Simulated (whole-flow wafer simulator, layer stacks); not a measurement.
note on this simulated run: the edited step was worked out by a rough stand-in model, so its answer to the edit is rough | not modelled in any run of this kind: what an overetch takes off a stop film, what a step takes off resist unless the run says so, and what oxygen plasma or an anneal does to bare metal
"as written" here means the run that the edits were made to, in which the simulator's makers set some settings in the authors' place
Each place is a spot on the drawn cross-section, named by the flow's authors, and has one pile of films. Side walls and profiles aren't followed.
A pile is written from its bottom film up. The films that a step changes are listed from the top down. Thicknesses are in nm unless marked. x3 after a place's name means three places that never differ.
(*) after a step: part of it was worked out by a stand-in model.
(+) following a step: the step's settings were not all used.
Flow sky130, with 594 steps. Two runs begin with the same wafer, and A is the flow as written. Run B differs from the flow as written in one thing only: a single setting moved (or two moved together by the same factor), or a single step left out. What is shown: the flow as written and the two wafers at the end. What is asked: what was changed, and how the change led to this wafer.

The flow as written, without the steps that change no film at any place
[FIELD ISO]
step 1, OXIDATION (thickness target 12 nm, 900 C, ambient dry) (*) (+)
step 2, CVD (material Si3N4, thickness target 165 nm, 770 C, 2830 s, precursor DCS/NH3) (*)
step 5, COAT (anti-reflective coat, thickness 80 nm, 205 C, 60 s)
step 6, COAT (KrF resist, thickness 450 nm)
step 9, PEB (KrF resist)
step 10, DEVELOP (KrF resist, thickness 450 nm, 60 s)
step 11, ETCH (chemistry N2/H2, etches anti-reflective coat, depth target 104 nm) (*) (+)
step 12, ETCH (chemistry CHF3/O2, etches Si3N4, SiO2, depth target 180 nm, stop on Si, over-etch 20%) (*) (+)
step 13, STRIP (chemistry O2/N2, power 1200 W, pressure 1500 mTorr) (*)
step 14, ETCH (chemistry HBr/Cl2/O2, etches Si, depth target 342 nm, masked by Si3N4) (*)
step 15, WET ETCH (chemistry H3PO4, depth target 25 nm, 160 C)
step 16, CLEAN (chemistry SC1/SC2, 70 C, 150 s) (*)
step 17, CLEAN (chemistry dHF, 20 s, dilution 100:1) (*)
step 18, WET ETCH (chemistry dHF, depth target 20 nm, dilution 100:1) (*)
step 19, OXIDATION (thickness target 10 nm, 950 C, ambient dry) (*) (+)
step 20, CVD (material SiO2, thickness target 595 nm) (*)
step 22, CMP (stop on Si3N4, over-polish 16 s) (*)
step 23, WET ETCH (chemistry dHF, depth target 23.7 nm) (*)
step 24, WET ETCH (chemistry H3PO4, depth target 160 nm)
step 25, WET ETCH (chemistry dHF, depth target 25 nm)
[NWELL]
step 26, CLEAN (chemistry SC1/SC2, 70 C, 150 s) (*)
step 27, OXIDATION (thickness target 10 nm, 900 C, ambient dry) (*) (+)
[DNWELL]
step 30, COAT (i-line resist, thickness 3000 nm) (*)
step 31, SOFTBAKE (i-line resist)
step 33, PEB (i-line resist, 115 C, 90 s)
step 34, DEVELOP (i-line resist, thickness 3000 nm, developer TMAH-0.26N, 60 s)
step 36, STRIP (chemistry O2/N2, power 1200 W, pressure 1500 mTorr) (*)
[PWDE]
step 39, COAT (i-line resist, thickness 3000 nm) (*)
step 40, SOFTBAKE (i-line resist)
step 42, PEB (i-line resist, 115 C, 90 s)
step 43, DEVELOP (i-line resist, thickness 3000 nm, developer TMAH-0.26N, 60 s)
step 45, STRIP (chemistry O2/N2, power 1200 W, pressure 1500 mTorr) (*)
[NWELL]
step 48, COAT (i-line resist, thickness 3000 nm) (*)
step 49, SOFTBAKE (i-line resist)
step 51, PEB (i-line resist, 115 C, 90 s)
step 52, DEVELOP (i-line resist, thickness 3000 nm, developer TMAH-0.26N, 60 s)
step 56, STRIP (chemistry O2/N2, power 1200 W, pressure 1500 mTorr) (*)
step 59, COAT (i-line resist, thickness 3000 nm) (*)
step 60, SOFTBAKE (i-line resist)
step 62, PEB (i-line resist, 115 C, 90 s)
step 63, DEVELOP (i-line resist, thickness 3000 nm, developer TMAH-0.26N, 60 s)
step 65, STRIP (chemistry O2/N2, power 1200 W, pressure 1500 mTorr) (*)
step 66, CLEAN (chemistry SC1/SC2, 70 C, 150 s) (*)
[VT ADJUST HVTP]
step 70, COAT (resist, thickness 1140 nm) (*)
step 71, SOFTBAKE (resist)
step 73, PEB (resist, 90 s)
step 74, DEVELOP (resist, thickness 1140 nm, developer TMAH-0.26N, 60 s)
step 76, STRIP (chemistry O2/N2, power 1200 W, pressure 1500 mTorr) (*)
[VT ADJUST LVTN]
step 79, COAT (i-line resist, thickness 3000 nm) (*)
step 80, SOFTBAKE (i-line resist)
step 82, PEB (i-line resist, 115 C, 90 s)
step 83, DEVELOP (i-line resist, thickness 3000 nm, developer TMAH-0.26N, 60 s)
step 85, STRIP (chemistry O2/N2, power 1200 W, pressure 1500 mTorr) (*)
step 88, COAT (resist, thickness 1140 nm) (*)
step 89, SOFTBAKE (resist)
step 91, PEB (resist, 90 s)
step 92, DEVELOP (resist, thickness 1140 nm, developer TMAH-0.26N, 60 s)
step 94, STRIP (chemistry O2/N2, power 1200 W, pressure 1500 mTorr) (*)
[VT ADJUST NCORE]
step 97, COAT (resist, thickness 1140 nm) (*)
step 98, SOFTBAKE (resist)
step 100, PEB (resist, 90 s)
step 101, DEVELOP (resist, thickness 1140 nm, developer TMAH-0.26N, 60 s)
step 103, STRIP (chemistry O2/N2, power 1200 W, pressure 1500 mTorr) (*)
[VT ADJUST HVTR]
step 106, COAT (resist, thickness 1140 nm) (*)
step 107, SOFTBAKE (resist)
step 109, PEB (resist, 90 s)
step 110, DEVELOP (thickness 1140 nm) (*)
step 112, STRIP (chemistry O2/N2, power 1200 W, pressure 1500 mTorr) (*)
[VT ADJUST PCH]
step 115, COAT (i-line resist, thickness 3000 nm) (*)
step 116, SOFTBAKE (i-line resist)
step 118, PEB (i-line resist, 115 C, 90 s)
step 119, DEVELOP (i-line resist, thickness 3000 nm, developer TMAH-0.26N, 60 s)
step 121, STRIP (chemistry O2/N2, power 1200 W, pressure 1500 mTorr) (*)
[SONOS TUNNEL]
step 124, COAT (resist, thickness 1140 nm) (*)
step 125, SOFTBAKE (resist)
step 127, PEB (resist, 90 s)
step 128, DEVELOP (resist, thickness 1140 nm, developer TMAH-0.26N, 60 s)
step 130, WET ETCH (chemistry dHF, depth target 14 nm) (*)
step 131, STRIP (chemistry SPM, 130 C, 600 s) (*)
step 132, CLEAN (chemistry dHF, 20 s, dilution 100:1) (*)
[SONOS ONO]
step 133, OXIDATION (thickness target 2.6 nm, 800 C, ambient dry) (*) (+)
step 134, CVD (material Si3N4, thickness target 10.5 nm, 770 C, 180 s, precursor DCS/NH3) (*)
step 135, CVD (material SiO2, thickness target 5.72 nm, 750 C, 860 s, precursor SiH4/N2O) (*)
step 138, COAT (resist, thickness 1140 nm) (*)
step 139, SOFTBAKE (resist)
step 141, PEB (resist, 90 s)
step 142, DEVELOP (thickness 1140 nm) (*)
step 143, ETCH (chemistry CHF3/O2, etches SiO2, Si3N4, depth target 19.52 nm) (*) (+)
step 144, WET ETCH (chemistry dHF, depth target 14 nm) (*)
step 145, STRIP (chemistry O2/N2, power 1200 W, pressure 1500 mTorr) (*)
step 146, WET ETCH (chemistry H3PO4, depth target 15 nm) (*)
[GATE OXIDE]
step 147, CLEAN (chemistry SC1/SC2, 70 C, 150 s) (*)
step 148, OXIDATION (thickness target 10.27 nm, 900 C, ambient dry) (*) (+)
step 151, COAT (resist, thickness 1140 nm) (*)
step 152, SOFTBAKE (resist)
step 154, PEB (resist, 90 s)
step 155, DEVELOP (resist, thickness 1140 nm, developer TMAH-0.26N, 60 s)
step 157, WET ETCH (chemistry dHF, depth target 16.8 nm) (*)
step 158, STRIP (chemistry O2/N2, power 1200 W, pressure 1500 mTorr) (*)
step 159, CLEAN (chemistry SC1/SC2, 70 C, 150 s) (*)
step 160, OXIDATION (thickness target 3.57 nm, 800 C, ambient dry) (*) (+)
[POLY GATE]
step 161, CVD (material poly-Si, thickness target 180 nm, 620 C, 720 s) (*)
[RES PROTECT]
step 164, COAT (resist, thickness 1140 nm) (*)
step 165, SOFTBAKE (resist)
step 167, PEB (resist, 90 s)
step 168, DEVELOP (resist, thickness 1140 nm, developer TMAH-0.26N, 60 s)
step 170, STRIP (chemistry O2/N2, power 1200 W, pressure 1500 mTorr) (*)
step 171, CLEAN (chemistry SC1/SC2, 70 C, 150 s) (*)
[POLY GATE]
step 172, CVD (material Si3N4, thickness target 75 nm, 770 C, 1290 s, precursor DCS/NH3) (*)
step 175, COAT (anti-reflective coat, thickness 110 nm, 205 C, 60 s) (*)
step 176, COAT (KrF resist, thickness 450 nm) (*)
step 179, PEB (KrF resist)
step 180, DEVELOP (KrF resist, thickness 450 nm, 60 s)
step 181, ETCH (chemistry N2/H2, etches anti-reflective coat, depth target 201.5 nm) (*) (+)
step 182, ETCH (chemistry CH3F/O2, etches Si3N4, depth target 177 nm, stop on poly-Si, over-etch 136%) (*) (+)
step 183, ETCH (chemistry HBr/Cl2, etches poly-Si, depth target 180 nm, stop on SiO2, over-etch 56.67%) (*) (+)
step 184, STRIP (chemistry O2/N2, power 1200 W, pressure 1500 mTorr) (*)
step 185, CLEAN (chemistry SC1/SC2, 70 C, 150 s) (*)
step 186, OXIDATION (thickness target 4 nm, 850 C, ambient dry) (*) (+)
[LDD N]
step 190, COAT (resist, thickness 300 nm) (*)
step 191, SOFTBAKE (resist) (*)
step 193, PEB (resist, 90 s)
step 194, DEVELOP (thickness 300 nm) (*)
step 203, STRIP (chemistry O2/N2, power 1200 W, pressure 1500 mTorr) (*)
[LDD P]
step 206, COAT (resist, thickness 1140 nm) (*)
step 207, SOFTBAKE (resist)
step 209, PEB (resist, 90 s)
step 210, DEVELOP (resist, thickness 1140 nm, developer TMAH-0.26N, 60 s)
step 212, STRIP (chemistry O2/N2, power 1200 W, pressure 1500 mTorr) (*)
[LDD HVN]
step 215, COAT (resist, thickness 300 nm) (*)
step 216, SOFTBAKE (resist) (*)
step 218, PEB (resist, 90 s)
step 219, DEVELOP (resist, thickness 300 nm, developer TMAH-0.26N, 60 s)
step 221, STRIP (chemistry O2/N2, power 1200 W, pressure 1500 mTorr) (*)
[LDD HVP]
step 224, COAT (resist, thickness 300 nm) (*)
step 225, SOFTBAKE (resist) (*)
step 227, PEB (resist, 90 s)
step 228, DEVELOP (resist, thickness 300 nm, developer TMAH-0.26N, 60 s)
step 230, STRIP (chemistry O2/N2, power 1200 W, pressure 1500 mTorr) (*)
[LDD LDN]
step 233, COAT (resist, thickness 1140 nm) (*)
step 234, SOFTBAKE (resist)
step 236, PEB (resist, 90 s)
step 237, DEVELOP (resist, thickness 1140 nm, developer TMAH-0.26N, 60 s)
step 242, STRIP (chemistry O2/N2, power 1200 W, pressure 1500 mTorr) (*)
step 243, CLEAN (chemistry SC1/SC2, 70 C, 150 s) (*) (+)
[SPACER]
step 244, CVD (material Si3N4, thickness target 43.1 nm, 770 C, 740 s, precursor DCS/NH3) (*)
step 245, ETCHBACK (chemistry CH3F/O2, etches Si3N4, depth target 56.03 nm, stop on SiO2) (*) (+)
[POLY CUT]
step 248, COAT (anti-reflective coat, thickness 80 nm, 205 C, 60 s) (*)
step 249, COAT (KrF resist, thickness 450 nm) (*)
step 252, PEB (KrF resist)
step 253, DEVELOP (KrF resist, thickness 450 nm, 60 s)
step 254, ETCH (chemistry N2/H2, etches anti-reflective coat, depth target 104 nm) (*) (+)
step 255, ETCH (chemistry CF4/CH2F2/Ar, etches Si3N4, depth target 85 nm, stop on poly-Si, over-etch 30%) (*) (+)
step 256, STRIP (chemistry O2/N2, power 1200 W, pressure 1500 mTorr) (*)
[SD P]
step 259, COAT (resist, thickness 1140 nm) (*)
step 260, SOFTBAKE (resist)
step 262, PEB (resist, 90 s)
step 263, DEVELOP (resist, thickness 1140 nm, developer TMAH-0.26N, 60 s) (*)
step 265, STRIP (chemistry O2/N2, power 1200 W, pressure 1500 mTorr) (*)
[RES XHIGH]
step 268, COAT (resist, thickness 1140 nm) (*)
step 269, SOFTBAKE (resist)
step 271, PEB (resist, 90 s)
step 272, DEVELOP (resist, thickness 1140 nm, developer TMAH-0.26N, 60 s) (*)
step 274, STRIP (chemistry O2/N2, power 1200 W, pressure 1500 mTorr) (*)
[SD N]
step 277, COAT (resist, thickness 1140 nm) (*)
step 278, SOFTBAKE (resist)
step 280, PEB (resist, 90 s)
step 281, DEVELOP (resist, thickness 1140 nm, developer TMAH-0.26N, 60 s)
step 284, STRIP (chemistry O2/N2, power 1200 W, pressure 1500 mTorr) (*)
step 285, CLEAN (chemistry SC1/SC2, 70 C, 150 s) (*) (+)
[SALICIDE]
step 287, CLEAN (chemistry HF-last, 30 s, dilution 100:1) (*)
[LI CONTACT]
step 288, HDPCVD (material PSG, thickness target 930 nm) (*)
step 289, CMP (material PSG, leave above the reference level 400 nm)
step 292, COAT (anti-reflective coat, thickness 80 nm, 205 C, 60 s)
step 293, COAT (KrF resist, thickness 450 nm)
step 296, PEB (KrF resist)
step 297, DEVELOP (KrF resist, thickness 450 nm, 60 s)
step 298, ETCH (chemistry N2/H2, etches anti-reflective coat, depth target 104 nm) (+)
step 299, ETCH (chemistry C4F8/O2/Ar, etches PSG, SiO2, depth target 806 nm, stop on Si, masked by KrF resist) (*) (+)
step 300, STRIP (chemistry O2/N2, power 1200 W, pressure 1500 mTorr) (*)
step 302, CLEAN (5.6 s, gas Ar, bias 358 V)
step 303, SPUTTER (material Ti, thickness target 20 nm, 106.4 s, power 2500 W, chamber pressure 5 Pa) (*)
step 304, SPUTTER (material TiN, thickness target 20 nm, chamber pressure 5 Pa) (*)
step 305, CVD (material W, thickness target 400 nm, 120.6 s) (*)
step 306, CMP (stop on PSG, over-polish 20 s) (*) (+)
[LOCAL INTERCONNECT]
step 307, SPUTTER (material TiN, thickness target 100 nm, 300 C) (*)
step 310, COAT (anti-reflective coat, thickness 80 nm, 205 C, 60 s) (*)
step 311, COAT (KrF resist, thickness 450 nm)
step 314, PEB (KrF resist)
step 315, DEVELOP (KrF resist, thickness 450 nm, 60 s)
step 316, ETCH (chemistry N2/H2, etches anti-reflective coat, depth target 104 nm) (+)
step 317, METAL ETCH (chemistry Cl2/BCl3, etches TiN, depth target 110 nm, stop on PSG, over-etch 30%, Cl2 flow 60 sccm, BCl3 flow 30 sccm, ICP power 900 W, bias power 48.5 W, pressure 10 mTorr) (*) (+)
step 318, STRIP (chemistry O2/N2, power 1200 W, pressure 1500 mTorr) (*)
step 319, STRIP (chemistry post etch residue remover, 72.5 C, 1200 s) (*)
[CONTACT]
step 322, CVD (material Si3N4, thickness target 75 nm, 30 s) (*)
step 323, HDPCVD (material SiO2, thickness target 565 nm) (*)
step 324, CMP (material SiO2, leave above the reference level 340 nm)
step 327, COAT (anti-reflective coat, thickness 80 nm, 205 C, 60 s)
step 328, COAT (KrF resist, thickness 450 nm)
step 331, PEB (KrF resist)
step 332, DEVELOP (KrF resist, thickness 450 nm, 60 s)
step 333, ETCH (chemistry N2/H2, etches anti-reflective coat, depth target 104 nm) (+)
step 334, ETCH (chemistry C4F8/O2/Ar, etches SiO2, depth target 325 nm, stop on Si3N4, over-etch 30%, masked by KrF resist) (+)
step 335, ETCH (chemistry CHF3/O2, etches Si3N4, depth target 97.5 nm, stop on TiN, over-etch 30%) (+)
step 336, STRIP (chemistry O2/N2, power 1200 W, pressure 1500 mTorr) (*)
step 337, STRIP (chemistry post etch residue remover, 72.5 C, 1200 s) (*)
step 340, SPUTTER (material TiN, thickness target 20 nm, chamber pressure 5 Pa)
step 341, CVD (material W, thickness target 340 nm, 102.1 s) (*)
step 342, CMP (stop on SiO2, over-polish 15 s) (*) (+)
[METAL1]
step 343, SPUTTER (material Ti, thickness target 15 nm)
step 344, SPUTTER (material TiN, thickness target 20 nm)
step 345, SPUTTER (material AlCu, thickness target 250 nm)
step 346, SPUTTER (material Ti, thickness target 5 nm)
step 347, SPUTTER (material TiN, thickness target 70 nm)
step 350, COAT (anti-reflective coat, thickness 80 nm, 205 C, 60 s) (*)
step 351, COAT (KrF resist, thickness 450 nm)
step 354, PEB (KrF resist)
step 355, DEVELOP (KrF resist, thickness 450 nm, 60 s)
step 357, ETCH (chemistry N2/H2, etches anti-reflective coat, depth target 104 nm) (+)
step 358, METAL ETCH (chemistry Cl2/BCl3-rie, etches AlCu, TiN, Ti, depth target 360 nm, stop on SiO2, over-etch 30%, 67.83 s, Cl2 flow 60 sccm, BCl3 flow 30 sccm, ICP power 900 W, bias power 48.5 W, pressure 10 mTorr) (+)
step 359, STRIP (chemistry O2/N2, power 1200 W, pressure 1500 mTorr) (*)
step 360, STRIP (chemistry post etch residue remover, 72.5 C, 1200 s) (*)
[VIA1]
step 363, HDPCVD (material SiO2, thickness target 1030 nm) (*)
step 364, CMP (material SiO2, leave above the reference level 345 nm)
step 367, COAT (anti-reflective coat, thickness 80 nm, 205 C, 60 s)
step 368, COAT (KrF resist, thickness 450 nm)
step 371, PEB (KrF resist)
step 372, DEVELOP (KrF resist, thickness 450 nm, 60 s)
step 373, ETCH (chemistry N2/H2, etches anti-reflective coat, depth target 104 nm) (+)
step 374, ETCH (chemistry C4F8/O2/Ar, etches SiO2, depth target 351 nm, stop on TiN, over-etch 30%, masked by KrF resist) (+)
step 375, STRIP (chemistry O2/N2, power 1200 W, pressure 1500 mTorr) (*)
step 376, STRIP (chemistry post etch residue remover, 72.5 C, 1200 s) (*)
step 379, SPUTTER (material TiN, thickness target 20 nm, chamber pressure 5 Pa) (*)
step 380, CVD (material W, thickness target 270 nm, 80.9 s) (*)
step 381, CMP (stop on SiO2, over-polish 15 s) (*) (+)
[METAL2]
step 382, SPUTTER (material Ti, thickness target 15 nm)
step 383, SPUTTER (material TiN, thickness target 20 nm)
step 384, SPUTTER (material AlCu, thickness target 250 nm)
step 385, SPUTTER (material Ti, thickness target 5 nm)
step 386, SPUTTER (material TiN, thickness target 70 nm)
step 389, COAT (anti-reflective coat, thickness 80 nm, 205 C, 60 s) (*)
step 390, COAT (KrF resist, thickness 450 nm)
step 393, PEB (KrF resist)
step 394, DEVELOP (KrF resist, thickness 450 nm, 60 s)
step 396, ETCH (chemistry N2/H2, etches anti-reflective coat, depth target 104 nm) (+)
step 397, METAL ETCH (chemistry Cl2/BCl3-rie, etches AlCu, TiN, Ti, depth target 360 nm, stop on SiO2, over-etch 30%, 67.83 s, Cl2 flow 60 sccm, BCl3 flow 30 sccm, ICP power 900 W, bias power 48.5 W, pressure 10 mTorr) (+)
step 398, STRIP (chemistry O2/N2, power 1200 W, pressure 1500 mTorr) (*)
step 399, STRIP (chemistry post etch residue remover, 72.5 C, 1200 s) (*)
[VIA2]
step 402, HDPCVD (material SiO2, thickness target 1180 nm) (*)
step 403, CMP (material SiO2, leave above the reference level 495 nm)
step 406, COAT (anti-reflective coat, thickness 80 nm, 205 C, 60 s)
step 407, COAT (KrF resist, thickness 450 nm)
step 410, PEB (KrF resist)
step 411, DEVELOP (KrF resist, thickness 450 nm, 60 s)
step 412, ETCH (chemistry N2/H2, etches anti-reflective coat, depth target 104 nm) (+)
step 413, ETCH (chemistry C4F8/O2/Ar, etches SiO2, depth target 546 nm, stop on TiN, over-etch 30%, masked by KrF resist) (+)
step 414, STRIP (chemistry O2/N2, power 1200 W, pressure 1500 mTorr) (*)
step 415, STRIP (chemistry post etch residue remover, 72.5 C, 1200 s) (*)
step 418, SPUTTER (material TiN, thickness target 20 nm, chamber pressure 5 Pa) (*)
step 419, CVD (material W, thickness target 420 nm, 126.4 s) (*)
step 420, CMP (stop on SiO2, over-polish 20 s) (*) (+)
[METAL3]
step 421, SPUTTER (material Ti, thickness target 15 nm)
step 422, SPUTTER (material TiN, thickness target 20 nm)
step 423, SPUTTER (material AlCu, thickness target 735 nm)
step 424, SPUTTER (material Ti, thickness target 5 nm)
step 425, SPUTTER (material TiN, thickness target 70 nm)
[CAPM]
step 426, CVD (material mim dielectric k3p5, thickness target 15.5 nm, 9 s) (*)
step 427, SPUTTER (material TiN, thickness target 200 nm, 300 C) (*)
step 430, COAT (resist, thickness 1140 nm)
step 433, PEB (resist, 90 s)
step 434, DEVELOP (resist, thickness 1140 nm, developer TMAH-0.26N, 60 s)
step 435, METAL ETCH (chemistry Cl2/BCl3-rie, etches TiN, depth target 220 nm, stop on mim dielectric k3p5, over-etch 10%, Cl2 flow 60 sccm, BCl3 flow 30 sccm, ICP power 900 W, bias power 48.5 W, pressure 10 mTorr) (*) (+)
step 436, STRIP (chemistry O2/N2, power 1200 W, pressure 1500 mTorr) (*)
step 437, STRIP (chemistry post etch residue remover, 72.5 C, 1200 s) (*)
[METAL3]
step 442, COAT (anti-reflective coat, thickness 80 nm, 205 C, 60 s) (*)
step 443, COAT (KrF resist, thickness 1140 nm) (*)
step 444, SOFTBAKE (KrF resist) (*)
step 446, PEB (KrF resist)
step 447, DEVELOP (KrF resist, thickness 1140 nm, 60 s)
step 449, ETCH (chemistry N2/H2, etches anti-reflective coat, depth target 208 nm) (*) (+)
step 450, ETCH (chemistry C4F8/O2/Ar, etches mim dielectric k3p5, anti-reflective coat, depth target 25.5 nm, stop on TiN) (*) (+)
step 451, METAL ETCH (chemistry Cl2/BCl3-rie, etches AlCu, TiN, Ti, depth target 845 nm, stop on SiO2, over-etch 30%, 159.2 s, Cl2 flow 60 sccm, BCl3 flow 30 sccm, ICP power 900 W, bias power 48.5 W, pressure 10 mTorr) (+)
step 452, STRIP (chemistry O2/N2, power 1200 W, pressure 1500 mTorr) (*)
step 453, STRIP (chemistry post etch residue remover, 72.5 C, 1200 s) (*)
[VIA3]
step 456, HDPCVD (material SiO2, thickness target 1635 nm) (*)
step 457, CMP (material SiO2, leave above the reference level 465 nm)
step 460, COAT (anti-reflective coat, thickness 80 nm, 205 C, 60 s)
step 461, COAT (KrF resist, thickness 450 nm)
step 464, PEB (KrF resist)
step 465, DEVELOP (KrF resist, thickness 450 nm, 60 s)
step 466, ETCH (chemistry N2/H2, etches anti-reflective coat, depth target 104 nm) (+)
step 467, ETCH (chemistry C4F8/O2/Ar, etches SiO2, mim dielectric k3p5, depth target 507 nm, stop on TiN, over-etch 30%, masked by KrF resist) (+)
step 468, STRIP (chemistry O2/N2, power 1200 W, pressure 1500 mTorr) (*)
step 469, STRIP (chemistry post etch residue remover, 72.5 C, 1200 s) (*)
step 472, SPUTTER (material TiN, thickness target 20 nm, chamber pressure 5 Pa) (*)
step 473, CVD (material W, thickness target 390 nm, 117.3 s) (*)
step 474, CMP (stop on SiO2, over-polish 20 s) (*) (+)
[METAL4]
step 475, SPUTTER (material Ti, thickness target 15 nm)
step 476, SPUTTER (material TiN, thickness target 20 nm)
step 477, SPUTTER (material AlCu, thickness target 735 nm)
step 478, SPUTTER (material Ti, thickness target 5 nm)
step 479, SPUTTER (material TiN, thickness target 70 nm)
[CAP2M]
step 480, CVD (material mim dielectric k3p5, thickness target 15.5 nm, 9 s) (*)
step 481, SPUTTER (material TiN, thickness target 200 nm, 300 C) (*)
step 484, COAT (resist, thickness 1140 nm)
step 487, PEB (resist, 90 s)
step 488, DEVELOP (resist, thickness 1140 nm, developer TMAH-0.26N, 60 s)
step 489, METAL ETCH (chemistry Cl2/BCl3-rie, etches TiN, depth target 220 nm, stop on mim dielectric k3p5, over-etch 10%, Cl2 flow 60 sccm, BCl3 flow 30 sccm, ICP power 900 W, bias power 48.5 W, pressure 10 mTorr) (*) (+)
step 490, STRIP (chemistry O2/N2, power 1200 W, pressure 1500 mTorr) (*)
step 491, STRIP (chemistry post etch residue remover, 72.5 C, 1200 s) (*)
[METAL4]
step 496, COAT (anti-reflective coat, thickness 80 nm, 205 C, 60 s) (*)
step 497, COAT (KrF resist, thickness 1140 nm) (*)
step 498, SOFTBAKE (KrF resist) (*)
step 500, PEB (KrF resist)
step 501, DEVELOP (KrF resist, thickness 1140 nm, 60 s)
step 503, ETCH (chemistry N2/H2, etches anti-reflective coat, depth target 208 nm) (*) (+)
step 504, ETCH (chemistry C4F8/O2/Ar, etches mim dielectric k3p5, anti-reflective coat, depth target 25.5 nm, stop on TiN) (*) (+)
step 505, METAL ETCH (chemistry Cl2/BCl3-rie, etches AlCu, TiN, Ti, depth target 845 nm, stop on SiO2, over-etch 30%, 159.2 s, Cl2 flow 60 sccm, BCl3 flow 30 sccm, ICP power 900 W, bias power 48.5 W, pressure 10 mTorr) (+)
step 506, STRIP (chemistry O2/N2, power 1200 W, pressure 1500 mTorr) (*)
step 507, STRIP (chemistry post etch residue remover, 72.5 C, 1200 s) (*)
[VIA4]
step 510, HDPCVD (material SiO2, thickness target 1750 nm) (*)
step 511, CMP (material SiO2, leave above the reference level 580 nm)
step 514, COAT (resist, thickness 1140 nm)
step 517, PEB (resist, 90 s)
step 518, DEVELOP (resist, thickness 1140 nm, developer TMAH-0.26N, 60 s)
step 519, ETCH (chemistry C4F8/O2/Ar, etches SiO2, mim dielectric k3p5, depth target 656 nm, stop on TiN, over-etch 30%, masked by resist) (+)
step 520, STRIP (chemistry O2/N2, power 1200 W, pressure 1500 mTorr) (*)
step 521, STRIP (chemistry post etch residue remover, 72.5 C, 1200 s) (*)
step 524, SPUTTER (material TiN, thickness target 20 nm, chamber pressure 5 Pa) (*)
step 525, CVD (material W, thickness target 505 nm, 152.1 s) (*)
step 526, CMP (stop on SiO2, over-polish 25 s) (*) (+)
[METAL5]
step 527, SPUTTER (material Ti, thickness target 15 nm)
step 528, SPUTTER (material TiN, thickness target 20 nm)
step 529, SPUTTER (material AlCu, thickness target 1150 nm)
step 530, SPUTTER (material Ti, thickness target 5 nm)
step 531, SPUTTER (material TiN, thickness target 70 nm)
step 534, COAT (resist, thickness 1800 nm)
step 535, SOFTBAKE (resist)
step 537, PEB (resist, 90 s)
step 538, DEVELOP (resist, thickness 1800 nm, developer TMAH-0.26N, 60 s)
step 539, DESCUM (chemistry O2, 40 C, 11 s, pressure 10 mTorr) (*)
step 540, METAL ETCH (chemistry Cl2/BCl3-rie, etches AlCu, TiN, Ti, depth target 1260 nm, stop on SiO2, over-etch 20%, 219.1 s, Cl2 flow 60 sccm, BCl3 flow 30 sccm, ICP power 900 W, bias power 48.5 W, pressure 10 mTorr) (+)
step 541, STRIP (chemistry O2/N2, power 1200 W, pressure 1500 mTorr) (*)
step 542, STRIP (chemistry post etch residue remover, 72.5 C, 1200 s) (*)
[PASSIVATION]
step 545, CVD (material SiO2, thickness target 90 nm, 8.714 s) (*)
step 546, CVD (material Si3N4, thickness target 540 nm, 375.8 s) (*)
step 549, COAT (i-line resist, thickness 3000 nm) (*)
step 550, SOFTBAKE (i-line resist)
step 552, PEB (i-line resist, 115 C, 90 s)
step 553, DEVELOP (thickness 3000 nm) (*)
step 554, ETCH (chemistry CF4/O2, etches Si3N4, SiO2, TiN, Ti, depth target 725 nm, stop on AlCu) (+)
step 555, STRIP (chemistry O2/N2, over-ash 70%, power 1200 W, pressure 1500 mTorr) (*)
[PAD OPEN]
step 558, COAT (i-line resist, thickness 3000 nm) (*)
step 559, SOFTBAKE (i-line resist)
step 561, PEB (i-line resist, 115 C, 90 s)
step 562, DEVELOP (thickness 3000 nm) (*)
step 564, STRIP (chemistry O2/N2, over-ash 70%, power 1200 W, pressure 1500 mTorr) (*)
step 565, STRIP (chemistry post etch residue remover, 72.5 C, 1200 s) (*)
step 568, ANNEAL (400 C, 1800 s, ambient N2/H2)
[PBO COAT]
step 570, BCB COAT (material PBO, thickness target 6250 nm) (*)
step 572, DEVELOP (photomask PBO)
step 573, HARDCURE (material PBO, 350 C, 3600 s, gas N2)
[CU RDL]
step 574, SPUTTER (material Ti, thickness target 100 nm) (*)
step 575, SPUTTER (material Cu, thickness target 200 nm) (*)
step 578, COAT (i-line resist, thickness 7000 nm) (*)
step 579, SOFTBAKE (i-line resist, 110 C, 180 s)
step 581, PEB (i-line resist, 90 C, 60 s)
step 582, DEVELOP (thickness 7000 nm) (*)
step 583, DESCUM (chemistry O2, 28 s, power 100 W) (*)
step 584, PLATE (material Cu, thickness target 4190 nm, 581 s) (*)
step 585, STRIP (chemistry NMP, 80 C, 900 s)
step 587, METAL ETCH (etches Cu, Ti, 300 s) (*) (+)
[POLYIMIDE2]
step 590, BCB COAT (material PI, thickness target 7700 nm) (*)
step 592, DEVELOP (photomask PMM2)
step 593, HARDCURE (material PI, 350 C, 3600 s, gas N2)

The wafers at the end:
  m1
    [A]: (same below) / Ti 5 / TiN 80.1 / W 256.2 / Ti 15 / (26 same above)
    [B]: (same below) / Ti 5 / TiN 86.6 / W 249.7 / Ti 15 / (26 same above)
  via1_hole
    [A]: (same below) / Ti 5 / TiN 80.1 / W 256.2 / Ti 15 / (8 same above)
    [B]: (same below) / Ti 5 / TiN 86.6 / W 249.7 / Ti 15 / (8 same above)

Cause: step 379, SPUTTER: thickness target 32 nm was run, whereas the flow has thickness target 20 nm.

How this came from the change, step by step:
  step 379, SPUTTER (material TiN, thickness target 20 nm, chamber pressure 5 Pa) (*)
      field, active, n_well and 186 more: A +20 TiN (new film) | B +32 TiN (new film)
      m1: A +11 TiN | B +17.5 TiN
      (also at 1 further place)
  step 381, CMP (stop on SiO2, over-polish 15 s) (*) (+)
      field, active, n_well and 186 more: A -270 W (all of it), -20 TiN (all of it), -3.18 SiO2 | B -270 W (all of it), -32 TiN (all of it), -3.18 SiO2
      m1, via1_hole: A -293.6 W | B -305.6 W
